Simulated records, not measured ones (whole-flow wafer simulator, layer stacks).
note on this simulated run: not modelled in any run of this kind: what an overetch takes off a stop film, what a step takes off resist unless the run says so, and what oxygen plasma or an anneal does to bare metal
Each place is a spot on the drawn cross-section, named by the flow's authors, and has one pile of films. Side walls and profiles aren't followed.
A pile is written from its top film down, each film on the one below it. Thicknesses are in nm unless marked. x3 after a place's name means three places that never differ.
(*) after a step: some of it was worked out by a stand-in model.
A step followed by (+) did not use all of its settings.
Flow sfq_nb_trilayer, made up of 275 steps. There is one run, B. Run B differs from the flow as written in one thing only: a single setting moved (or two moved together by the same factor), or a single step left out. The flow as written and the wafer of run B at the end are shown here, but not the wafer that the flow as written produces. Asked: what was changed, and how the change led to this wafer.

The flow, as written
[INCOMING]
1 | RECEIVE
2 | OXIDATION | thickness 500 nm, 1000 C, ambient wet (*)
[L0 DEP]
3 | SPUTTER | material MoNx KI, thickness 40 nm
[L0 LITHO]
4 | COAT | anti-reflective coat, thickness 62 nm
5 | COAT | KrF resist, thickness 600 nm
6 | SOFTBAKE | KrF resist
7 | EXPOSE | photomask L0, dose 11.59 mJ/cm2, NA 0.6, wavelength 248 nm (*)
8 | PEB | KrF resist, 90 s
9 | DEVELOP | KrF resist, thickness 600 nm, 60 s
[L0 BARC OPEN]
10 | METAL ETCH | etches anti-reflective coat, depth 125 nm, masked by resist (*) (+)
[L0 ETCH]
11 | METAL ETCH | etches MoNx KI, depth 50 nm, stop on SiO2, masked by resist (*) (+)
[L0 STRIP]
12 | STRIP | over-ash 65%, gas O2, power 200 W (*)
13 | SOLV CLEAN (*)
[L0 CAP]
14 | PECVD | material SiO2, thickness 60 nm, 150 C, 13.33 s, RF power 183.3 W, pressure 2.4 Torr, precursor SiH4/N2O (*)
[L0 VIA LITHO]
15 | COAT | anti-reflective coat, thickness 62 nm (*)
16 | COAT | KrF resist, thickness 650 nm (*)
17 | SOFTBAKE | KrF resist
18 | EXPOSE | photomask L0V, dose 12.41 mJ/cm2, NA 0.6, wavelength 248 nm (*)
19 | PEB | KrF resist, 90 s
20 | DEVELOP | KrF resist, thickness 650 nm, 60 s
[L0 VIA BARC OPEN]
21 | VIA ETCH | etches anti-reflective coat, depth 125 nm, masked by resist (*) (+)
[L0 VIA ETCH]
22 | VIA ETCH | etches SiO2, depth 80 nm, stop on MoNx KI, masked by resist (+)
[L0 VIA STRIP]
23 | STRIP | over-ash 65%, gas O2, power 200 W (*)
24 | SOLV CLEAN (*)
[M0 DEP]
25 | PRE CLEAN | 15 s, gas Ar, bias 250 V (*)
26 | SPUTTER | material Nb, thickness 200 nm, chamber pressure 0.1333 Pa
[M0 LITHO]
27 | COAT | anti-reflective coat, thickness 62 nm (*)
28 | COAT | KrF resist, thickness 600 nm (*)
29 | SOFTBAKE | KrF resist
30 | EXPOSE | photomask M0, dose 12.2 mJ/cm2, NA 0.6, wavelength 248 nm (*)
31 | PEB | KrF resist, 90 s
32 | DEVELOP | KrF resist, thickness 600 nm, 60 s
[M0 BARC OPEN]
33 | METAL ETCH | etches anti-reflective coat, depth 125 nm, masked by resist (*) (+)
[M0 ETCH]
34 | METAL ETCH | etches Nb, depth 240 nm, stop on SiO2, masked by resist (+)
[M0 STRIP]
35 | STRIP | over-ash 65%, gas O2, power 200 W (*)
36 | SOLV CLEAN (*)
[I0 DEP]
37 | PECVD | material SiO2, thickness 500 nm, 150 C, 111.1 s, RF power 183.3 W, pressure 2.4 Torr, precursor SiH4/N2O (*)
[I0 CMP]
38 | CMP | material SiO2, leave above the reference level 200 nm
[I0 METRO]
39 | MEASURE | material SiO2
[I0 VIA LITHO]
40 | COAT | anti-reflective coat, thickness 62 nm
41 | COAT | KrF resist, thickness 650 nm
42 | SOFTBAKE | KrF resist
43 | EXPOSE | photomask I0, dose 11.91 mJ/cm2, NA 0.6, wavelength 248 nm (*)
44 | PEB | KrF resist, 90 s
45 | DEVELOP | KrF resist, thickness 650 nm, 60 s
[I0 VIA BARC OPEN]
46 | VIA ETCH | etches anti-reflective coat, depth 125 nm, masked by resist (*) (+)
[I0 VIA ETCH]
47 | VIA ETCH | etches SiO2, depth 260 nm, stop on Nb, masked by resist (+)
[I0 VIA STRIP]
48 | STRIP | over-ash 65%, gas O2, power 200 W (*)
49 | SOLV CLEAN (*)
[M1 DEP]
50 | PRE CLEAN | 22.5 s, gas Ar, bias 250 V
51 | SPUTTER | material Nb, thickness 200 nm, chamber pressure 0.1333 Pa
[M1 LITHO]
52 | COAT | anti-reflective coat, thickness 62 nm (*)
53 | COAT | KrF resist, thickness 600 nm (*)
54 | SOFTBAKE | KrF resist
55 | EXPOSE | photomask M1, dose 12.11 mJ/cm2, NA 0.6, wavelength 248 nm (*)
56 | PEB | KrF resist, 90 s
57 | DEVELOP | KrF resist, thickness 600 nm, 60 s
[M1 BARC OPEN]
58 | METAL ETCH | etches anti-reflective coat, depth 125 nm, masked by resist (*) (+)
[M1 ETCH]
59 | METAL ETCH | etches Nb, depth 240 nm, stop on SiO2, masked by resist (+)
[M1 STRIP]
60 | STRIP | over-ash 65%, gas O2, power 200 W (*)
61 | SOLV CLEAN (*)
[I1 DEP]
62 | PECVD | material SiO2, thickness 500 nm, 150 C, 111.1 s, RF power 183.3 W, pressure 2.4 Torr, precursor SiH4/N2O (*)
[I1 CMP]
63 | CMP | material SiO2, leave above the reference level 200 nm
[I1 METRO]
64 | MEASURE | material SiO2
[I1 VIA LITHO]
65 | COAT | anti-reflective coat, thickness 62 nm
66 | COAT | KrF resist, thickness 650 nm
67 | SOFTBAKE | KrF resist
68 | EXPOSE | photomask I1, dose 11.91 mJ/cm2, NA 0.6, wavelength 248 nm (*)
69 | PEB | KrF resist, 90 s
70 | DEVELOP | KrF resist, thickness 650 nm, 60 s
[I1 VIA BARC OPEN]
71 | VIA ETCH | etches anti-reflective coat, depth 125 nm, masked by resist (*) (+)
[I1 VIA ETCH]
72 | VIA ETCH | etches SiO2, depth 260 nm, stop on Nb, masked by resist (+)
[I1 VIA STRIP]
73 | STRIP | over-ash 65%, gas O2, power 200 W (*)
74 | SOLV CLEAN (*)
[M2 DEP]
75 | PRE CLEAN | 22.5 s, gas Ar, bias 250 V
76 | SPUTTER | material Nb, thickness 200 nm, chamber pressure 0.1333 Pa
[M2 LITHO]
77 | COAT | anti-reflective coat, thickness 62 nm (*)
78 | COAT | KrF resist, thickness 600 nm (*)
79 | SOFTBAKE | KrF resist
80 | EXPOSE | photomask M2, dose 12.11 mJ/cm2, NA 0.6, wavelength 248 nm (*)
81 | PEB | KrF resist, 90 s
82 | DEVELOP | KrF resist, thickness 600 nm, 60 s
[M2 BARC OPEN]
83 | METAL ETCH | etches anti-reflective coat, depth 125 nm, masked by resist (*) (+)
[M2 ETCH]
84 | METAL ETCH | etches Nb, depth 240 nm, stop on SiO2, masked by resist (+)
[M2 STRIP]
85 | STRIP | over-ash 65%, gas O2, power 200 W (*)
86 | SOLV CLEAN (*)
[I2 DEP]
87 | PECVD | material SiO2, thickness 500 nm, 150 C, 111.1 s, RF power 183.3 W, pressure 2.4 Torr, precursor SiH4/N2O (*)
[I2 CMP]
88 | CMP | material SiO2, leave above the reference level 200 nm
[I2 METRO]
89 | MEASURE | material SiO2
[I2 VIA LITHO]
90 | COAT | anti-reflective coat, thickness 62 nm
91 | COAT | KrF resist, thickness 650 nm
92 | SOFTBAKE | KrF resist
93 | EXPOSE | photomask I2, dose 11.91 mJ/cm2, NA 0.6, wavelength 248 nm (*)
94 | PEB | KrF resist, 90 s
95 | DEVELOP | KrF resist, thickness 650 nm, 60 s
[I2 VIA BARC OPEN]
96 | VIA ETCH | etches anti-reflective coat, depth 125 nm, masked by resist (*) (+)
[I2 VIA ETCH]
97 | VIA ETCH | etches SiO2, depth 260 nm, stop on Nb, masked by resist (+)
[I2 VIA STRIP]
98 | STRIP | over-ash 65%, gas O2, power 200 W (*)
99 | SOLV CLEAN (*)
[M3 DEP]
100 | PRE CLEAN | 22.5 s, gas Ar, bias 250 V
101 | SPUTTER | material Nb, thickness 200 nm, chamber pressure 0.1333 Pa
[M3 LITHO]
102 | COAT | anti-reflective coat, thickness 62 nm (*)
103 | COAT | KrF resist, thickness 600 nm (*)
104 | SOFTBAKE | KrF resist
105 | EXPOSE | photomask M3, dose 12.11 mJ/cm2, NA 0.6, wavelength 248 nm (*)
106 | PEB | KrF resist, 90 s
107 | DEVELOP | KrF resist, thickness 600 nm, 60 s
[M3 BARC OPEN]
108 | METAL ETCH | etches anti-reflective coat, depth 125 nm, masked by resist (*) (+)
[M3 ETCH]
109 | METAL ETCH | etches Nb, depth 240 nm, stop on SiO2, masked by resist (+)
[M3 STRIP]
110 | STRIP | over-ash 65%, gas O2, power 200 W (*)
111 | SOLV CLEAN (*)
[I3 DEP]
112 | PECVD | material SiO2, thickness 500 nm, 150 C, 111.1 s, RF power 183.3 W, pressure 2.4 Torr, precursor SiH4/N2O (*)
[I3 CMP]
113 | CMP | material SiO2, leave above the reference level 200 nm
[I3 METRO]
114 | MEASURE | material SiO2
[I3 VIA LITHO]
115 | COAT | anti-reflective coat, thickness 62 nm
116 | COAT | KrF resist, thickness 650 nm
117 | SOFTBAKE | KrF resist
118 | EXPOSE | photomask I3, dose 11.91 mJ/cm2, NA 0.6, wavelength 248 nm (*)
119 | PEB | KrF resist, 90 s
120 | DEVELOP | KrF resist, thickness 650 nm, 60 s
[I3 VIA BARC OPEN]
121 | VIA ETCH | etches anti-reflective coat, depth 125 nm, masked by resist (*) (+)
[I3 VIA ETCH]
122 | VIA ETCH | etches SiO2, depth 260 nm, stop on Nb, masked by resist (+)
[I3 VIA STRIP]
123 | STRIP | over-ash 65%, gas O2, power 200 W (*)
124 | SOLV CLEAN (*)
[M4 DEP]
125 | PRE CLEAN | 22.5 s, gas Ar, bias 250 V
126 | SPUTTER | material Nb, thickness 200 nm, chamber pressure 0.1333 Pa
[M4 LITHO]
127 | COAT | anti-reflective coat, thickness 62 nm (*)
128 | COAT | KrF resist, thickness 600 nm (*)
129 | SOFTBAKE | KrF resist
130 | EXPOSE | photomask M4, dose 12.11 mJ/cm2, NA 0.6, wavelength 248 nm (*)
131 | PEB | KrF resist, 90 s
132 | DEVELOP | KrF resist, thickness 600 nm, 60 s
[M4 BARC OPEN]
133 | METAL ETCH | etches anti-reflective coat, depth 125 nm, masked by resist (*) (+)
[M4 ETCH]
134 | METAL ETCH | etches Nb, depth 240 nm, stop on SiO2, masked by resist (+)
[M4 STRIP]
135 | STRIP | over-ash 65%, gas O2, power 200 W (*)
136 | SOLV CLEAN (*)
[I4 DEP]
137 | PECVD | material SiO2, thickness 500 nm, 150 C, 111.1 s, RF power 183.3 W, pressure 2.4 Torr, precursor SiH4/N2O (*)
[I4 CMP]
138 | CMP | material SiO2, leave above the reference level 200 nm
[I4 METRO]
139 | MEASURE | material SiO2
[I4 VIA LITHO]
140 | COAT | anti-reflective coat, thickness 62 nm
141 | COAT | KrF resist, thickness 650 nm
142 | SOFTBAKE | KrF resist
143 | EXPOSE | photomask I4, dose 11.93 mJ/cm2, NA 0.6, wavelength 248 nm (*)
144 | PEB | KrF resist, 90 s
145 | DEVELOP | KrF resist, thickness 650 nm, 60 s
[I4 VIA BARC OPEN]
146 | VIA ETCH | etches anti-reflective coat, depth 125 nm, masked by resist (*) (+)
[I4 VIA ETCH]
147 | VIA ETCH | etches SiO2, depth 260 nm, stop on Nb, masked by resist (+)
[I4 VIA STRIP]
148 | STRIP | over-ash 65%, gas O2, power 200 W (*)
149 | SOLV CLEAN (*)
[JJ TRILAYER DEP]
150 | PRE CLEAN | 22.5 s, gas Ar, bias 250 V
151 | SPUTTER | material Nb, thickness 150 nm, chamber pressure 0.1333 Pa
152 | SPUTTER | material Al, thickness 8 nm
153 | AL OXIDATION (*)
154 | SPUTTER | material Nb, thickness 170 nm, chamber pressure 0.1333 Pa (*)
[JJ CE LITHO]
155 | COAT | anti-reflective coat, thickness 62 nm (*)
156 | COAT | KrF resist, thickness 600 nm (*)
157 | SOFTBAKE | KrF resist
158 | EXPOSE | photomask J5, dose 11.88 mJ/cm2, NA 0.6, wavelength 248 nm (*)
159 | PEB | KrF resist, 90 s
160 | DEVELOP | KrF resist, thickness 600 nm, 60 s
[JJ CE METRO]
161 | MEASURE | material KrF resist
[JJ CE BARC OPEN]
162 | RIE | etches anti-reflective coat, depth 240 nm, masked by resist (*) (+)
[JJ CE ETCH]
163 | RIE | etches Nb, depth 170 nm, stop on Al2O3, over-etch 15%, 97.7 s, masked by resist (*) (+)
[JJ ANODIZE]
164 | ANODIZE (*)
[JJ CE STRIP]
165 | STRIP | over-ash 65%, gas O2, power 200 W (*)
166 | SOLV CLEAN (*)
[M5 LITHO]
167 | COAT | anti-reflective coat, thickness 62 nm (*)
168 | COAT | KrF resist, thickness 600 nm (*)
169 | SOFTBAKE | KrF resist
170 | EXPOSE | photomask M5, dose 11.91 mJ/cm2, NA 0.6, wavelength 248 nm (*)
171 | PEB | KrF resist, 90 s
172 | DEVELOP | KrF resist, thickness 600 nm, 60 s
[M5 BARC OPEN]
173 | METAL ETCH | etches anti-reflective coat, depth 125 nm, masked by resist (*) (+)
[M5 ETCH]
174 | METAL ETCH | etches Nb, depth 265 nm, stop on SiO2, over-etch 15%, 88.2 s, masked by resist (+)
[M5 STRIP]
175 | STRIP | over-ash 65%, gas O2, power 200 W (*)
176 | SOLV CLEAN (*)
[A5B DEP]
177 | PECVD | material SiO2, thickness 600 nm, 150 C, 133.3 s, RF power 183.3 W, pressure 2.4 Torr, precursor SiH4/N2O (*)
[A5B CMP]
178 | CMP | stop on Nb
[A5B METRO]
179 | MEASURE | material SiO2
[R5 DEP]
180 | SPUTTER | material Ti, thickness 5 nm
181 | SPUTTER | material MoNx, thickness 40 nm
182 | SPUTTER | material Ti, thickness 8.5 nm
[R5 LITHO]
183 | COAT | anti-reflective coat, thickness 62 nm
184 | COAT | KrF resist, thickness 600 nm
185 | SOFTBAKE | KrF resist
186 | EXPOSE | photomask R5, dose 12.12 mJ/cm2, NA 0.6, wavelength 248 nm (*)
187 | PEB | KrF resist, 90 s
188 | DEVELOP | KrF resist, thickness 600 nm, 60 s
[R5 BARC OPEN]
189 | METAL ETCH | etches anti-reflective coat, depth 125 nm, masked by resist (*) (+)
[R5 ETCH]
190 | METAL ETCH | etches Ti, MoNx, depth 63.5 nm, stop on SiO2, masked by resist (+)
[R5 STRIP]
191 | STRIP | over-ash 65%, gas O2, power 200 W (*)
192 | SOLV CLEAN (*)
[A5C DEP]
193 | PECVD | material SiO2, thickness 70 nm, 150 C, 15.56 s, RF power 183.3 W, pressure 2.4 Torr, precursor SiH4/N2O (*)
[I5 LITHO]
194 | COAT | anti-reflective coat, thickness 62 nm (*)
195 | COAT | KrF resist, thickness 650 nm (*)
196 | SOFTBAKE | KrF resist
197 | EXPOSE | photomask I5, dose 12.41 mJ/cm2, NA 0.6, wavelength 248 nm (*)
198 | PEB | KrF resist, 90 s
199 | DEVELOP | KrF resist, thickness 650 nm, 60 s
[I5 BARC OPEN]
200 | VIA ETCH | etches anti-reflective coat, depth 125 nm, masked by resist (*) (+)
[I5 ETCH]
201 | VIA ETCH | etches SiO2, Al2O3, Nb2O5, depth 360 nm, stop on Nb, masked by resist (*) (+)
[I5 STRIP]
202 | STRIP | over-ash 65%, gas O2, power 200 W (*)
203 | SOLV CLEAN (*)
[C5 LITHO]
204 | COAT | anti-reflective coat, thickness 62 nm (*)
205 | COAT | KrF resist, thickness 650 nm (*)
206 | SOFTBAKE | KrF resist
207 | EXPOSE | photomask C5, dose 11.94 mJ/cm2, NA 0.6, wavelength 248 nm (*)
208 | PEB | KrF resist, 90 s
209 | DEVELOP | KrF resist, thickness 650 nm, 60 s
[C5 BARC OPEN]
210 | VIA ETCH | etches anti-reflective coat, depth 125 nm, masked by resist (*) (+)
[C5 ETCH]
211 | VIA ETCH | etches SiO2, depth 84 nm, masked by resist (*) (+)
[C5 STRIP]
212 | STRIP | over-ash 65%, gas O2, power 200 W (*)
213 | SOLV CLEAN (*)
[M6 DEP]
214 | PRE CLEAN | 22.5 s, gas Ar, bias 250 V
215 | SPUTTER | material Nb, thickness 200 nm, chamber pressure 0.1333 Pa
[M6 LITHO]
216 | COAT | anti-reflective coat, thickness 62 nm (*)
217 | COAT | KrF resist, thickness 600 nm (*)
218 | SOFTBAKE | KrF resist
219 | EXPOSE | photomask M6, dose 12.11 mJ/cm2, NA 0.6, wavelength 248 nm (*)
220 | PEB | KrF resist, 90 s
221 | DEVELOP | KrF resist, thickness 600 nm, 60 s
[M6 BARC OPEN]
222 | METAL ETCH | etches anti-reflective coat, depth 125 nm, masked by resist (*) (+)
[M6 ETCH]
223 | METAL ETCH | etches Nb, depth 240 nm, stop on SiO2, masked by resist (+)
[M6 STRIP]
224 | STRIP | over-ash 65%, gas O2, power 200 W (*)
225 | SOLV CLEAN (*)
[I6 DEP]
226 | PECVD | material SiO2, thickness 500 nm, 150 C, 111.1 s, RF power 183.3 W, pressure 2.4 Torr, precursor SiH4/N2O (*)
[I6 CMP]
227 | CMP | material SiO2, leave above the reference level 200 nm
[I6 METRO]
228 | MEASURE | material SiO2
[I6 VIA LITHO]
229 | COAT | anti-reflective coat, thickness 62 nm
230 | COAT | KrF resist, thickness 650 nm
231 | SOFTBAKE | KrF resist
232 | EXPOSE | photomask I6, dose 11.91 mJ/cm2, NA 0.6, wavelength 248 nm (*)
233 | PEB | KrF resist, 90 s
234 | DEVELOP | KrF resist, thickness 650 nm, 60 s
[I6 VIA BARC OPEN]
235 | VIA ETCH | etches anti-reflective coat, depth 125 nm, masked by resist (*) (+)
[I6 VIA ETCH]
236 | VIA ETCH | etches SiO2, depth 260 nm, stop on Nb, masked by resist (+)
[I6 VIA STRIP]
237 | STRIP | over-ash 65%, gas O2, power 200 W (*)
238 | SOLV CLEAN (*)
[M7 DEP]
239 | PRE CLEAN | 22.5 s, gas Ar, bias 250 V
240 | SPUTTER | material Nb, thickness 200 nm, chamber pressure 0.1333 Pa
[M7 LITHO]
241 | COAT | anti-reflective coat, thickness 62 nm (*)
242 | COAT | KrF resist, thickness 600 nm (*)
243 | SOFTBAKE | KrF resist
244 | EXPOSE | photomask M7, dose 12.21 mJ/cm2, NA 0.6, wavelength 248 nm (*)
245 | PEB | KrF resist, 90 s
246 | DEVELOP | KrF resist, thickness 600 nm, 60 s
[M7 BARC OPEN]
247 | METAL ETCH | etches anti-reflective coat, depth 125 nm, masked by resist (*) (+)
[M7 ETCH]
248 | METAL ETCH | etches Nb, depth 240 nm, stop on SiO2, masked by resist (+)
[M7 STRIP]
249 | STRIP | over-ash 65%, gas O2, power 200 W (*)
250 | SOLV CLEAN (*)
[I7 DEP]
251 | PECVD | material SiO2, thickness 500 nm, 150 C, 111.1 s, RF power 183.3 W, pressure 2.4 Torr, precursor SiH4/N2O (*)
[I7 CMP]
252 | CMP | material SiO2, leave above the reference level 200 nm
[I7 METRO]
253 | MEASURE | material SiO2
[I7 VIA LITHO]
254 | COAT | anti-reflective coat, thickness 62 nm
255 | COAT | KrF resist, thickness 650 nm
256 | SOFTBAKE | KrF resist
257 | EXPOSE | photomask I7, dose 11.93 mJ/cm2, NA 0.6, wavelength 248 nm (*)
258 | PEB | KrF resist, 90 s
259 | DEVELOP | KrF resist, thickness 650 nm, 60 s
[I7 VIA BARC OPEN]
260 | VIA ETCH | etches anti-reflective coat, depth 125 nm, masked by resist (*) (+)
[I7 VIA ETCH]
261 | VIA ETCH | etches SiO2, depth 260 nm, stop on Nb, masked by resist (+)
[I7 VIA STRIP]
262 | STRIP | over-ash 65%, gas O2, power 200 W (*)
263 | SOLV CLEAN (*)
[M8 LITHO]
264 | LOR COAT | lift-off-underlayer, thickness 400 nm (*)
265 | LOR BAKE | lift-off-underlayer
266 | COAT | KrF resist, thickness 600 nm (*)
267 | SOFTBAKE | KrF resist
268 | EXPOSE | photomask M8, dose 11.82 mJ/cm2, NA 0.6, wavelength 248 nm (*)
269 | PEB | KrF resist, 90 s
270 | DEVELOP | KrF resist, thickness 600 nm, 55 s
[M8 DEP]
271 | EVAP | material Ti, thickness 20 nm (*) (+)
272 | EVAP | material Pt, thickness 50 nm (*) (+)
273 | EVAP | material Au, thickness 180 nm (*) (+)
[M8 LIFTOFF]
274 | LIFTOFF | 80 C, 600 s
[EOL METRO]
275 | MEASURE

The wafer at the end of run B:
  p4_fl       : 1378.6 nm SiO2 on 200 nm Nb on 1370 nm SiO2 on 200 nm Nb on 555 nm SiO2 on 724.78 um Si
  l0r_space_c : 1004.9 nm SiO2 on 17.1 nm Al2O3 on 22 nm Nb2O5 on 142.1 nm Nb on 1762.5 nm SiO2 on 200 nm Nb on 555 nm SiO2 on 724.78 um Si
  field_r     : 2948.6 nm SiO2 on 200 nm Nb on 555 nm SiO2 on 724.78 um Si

The reason: step 152, SPUTTER: thickness 10.7 nm was run, whereas the flow has thickness 8 nm.

The path from the change to this, step by step:
  152 | SPUTTER | material Al, thickness 8 nm
      field_l, v_sur, via_sp and 100 more: +10.7 Al (new film) (in the flow as written it would be: +8 Al (new film))
      via_wl, via_wr: +6.87 Al (new film) (in the flow as written it would be: +5.14 Al (new film))
      (as well as at 1 more place)
  164 | ANODIZE (*)
      field_l, v_sur, via_sp and 96 more: +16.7 Al2O3, +22 Nb2O5 (new film), -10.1 Al (all of it), -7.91 Nb (in the flow as written it would be: +12.2 Al2O3, +29.9 Nb2O5 (new film), -7.42 Al (all of it), -10.8 Nb)
      via_wl, via_wr: +10.4 Al2O3 (new film), +34.1 Nb2O5 (new film), -6.29 Al (all of it), -12.3 Nb (in the flow as written it would be: +7.52 Al2O3 (new film), +39.2 Nb2O5 (new film), -4.56 Al (all of it), -14.1 Nb)
      (as well as at 1 more place)
  174 | METAL ETCH | etches Nb, depth 265 nm, stop on SiO2, over-etch 15%, 88.2 s, masked by resist (+)
      field_l, r_sur, res and 50 more: -17.1 Al2O3 (all of it), -22 Nb2O5 (all of it), -142.1 Nb (all of it), -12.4 SiO2 (in the flow as written it would be: -12.6 Al2O3 (all of it), -29.9 Nb2O5 (all of it), -139.2 Nb (all of it), -12.3 SiO2)
  201 | VIA ETCH | etches SiO2, Al2O3, Nb2O5, depth 360 nm, stop on Nb, masked by resist (*) (+)
      be: -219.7 SiO2 (all of it), -17.1 Al2O3 (all of it), -22 Nb2O5 (all of it) (in the flow as written it would be: -216.4 SiO2 (all of it), -12.7 Al2O3 (all of it), -29.9 Nb2O5 (all of it))
